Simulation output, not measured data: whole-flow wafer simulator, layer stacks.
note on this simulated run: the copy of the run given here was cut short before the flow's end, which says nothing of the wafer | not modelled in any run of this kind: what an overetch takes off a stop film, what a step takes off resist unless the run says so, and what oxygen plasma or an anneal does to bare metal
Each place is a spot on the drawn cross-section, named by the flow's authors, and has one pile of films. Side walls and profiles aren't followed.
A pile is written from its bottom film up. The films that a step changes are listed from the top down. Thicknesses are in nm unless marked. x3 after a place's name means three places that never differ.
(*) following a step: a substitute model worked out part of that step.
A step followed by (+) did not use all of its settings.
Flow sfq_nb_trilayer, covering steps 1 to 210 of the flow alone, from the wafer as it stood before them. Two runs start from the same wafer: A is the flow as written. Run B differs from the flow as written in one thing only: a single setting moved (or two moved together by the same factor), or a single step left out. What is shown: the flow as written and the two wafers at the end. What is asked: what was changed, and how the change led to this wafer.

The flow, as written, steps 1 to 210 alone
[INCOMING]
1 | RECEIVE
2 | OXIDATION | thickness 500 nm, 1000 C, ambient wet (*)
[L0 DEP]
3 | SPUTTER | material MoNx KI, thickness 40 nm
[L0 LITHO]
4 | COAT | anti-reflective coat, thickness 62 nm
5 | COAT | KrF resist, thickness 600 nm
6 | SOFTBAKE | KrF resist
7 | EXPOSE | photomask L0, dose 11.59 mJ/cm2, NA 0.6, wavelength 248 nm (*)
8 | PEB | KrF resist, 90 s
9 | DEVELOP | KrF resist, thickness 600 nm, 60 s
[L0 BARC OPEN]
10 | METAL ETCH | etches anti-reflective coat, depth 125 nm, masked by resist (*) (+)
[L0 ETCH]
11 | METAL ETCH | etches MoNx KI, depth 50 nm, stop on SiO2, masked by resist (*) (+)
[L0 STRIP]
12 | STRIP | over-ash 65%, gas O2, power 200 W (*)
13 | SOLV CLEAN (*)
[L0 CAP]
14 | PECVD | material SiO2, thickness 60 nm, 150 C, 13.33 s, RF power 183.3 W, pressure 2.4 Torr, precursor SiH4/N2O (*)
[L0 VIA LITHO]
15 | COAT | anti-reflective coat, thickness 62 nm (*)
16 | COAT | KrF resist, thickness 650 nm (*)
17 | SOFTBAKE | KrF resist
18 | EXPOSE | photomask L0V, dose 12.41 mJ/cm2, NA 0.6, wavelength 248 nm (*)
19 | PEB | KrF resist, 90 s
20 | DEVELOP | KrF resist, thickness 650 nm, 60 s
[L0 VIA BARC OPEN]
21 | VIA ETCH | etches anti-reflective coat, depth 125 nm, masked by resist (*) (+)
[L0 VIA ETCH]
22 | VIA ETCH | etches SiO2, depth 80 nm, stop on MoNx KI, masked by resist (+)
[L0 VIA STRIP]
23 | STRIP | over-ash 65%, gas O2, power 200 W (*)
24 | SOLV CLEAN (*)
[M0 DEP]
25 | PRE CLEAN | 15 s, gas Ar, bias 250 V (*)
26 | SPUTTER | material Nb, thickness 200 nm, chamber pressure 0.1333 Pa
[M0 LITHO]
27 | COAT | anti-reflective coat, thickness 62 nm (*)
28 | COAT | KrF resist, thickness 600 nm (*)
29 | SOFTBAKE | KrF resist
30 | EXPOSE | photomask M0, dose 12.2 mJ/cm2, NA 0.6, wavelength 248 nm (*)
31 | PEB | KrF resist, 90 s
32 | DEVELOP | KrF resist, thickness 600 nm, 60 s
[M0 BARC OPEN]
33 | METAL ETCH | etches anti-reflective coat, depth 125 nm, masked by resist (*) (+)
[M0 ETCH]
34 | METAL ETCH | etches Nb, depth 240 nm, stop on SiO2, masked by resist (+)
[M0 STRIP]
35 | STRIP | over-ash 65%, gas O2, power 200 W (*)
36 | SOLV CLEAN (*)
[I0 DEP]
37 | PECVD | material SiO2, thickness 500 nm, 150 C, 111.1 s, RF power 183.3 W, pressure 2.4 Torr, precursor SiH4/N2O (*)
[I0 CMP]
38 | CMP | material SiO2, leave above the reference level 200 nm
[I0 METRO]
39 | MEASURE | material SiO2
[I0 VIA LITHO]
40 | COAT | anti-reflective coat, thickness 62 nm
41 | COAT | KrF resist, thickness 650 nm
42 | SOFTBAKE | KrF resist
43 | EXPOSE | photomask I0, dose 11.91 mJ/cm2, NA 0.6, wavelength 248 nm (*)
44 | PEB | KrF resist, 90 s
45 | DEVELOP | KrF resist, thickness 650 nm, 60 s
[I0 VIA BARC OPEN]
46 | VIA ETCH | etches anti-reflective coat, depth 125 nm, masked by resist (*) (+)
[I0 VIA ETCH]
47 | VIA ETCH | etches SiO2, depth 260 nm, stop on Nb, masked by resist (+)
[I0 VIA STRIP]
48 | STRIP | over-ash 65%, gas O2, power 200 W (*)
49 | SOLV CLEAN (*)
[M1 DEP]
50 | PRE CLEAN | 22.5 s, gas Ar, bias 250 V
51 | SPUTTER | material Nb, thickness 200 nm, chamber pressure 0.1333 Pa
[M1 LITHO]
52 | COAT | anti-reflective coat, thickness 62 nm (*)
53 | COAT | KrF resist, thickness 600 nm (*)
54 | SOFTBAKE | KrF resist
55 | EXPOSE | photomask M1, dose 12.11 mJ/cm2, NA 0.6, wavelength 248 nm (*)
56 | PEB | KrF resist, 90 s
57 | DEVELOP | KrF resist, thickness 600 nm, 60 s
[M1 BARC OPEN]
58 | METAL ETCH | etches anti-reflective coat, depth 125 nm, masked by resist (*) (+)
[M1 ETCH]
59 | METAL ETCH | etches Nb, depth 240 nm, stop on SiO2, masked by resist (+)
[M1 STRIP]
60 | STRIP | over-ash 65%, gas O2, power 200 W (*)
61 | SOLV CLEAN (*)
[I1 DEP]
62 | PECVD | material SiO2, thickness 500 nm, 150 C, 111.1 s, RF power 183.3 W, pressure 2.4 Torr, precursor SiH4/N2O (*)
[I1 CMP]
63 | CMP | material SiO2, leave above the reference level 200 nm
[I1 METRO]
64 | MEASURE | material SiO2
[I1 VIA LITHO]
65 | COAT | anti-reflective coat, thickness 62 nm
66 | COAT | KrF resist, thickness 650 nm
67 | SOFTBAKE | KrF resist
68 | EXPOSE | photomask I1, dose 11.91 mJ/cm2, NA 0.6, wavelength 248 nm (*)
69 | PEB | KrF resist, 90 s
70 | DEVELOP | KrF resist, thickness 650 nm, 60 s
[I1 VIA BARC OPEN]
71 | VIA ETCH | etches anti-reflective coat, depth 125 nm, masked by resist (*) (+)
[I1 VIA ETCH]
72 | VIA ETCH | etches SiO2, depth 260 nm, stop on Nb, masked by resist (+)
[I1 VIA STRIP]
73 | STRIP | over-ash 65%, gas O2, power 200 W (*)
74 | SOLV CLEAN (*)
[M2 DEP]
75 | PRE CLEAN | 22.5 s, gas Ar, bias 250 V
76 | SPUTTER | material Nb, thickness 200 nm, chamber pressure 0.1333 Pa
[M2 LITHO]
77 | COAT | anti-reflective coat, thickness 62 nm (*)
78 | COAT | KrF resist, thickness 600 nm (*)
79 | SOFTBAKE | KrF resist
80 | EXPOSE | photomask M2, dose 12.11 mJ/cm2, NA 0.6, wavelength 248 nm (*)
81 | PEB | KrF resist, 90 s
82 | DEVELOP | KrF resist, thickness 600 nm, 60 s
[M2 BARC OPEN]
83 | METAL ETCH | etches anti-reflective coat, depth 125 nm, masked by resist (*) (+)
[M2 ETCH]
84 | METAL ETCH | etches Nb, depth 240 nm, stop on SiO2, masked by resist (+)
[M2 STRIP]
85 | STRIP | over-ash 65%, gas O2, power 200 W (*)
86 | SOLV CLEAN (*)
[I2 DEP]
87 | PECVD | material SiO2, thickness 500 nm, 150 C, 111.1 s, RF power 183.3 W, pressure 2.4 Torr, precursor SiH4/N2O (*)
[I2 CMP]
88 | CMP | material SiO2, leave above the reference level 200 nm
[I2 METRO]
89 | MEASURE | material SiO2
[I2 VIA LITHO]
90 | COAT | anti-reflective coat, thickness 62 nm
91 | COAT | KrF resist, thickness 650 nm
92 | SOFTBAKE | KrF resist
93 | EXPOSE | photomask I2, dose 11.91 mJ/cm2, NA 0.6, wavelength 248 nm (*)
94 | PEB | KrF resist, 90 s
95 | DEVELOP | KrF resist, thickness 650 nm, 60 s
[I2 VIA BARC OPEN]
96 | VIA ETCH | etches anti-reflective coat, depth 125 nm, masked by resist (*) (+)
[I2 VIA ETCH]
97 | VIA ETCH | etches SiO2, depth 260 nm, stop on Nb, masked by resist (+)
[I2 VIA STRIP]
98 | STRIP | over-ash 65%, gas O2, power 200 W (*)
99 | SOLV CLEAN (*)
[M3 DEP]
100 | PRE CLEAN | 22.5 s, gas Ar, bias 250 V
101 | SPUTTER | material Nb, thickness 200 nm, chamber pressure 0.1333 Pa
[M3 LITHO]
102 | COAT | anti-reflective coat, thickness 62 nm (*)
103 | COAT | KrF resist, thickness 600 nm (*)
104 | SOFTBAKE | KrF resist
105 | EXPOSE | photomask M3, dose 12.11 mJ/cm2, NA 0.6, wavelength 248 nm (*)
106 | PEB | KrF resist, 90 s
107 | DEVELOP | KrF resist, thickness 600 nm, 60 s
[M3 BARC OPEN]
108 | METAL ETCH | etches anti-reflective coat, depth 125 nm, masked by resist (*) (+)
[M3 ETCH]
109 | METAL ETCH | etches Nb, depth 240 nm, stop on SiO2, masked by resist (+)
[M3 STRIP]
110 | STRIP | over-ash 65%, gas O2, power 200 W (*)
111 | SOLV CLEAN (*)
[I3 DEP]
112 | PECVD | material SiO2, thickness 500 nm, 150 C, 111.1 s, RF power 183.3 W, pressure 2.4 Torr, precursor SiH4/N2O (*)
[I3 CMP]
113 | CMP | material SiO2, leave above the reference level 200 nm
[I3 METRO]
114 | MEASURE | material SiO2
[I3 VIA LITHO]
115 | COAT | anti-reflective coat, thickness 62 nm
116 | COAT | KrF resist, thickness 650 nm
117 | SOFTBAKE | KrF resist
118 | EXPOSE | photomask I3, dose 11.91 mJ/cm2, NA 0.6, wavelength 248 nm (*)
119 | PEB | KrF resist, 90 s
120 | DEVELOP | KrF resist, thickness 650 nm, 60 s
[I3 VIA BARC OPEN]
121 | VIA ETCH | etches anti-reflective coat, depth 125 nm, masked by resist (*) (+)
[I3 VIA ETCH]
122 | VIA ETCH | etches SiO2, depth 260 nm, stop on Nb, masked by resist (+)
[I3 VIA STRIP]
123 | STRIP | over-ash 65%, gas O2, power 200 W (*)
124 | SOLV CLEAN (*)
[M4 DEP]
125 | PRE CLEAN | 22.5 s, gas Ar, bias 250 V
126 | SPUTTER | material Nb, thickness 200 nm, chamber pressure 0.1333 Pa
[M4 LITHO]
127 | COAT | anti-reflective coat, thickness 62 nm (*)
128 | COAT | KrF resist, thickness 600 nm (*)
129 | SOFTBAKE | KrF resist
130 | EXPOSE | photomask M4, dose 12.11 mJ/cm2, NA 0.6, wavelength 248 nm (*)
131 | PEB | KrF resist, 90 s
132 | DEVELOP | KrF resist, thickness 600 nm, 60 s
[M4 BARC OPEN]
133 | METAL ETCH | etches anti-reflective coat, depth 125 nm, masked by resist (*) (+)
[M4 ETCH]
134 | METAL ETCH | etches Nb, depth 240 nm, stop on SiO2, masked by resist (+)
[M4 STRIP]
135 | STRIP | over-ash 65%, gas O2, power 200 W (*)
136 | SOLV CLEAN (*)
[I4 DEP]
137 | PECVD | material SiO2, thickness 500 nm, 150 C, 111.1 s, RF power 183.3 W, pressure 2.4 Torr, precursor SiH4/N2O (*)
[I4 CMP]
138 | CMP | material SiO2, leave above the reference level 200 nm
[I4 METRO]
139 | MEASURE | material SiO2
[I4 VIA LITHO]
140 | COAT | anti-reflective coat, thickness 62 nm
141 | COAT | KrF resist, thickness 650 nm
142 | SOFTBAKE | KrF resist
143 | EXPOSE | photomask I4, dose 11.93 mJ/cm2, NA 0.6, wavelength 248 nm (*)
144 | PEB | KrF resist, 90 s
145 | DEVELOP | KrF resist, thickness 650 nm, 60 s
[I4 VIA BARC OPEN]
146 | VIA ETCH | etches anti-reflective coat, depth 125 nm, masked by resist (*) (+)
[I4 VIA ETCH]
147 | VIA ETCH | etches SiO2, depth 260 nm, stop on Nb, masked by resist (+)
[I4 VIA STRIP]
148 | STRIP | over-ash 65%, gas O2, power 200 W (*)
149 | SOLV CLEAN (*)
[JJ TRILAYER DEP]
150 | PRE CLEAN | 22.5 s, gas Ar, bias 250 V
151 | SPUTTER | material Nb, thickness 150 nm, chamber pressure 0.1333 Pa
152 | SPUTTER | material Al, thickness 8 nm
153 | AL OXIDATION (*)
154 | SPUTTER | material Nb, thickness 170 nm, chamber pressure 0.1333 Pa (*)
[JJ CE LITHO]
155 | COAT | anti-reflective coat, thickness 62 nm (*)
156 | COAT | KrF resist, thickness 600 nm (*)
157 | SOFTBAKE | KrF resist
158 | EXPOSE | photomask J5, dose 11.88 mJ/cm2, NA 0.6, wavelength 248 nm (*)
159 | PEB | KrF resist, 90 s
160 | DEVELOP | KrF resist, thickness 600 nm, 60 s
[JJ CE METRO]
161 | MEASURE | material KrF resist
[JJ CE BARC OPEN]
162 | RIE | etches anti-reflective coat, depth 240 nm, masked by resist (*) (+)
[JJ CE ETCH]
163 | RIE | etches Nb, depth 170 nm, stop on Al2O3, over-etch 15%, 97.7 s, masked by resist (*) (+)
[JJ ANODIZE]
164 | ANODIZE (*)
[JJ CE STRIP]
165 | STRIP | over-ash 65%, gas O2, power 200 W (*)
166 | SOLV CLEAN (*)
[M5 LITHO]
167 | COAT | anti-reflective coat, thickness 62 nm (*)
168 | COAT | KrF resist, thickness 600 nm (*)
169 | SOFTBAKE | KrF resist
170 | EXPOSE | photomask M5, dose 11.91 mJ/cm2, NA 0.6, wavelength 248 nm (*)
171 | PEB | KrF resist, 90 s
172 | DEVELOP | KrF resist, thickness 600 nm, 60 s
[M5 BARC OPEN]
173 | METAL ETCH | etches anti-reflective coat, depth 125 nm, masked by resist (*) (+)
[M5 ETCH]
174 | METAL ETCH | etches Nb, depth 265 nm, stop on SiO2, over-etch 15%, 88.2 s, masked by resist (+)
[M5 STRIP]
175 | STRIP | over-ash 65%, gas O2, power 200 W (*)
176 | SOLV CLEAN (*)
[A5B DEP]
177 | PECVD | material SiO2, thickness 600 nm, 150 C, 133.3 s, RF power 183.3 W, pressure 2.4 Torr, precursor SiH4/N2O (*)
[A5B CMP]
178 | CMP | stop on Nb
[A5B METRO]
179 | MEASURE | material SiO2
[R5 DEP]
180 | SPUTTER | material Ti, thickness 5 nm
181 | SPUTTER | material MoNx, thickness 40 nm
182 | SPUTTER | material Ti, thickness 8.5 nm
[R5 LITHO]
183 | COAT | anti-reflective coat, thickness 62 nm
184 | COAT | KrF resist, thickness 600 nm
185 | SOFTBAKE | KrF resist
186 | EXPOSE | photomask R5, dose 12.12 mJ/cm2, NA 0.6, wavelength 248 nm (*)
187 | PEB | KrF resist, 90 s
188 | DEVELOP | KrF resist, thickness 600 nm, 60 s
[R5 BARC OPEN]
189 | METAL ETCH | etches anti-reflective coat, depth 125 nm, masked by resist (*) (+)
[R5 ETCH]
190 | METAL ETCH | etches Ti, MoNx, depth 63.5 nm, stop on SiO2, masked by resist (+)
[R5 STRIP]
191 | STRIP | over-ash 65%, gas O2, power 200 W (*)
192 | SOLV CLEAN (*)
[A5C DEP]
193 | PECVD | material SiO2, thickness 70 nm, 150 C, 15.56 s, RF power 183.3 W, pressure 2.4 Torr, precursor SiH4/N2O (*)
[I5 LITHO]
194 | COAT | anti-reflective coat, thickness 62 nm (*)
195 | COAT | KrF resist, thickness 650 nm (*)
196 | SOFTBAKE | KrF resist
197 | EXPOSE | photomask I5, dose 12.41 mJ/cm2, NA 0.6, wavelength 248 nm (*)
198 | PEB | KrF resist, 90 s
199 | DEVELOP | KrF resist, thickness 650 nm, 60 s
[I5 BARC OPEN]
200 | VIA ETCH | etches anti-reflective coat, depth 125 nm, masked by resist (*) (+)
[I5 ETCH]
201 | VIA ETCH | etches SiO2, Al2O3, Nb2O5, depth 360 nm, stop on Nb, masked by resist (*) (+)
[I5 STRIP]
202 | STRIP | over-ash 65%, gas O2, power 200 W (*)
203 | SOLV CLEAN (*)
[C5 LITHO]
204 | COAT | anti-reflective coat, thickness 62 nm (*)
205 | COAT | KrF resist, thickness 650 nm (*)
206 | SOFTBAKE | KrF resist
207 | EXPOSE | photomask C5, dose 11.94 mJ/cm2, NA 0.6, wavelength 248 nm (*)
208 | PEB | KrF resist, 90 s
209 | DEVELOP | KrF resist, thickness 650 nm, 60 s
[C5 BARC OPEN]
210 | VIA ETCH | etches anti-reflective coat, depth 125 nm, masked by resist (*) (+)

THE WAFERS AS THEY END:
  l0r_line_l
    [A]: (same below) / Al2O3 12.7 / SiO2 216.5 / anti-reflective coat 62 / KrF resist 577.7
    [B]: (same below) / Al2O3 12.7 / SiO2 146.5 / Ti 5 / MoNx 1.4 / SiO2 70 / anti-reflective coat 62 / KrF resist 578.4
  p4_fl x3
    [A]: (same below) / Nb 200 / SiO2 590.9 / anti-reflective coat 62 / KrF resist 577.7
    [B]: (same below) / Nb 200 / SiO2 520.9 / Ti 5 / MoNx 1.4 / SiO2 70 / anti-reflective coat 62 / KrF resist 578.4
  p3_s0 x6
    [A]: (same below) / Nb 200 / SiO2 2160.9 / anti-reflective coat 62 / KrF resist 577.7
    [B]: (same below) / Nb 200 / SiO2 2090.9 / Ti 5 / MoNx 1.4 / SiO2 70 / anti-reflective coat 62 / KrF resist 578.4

Cause: step 181, SPUTTER: thickness 56.4 nm was run, whereas the flow has thickness 40 nm.

The path from the change to this, step by step:
  181 | SPUTTER | material MoNx, thickness 40 nm
      field_l, v_sur, via_wl and 103 more: A +40 MoNx (new film) | B +56.4 MoNx (new film)
  190 | METAL ETCH | etches Ti, MoNx, depth 63.5 nm, stop on SiO2, masked by resist (+)
      field_l, v_sur, via_wl and 92 more: A -8.5 Ti (all of it), -40 MoNx (all of it), -5 Ti (all of it) | B -8.5 Ti (all of it), -55 MoNx
      ce_l, c5j, ce_r, wl_jj: A -8.5 Ti (all of it), -40 MoNx (all of it), -5 Ti (all of it), -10 Nb | B -8.5 Ti (all of it), -55 MoNx
  193 | PECVD | material SiO2, thickness 70 nm, 150 C, 15.56 s, RF power 183.3 W, pressure 2.4 Torr, precursor SiH4/N2O (*)
      field_l, v_sur, via_wl and 92 more: A +70 SiO2 | B +70 SiO2 (new film)
  194 | COAT | anti-reflective coat, thickness 62 nm (*)
      wl_j_sl, wl_j_sr: A +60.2 anti-reflective coat (new film) | B +62 anti-reflective coat (new film)
      r5r_spacepad_l, r5r_spacepad_r: A +84.4 anti-reflective coat (new film) | B +88.7 anti-reflective coat (new film)
      (and at 12 other places as well)
  201 | VIA ETCH | etches SiO2, Al2O3, Nb2O5, depth 360 nm, stop on Nb, masked by resist (*) (+)
      be: A -216.4 SiO2 (all of it), -12.7 Al2O3 (all of it), -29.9 Nb2O5 (all of it) | B -69.8 SiO2 (all of it), -1.4 MoNx (all of it), -5 Ti (all of it), -146.5 SiO2 (all of it), -12.7 Al2O3 (all of it), -29.9 Nb2O5 (all of it)
  202 | STRIP | over-ash 65%, gas O2, power 200 W (*)
      wl_j_sl, wl_j_sr: A -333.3 KrF resist (all of it), -60.2 anti-reflective coat (all of it) | B -333 KrF resist (all of it), -62 anti-reflective coat (all of it)
      r5r_spacepad_l, r5r_spacepad_r: A -335.6 KrF resist (all of it), -84.4 anti-reflective coat (all of it) | B -336 KrF resist (all of it), -88.7 anti-reflective coat (all of it)
      (and at 12 other places as well)
  204 | COAT | anti-reflective coat, thickness 62 nm (*)
      wl_j_sl, wl_j_sr: A +60.2 anti-reflective coat (new film) | B +62 anti-reflective coat (new film)
      r5r_spacepad_l, r5r_spacepad_r: A +84.4 anti-reflective coat (new film) | B +88.7 anti-reflective coat (new film)
      (and at 12 other places as well)
  210 | VIA ETCH | etches anti-reflective coat, depth 125 nm, masked by resist (*) (+)
      c5j: A -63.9 anti-reflective coat (all of it), -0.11 SiO2 | B -61.2 anti-reflective coat (all of it), -0.11 SiO2
With metal films that touch counted as one body, l0r_line_l has 4 bodies (between them, from the top down: SiO2 146.5 / Al2O3 12.7 / Nb2O5 29.9; SiO2 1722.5; SiO2 55); the flow as written gives 3 bodies (between them, from the top down: SiO2 1722.5; SiO2 55).
With metal films that touch counted as one body, p4_fl x3 has 3 bodies (between them, from the top down: SiO2 520.9; SiO2 1370); the flow as written gives 2 bodies (between them, from the top down: SiO2 1370).
With metal films that touch counted as one body, p3_s0 x6 has 2 bodies (between them, from the top down: SiO2 2090.9); the flow as written gives 1 body.
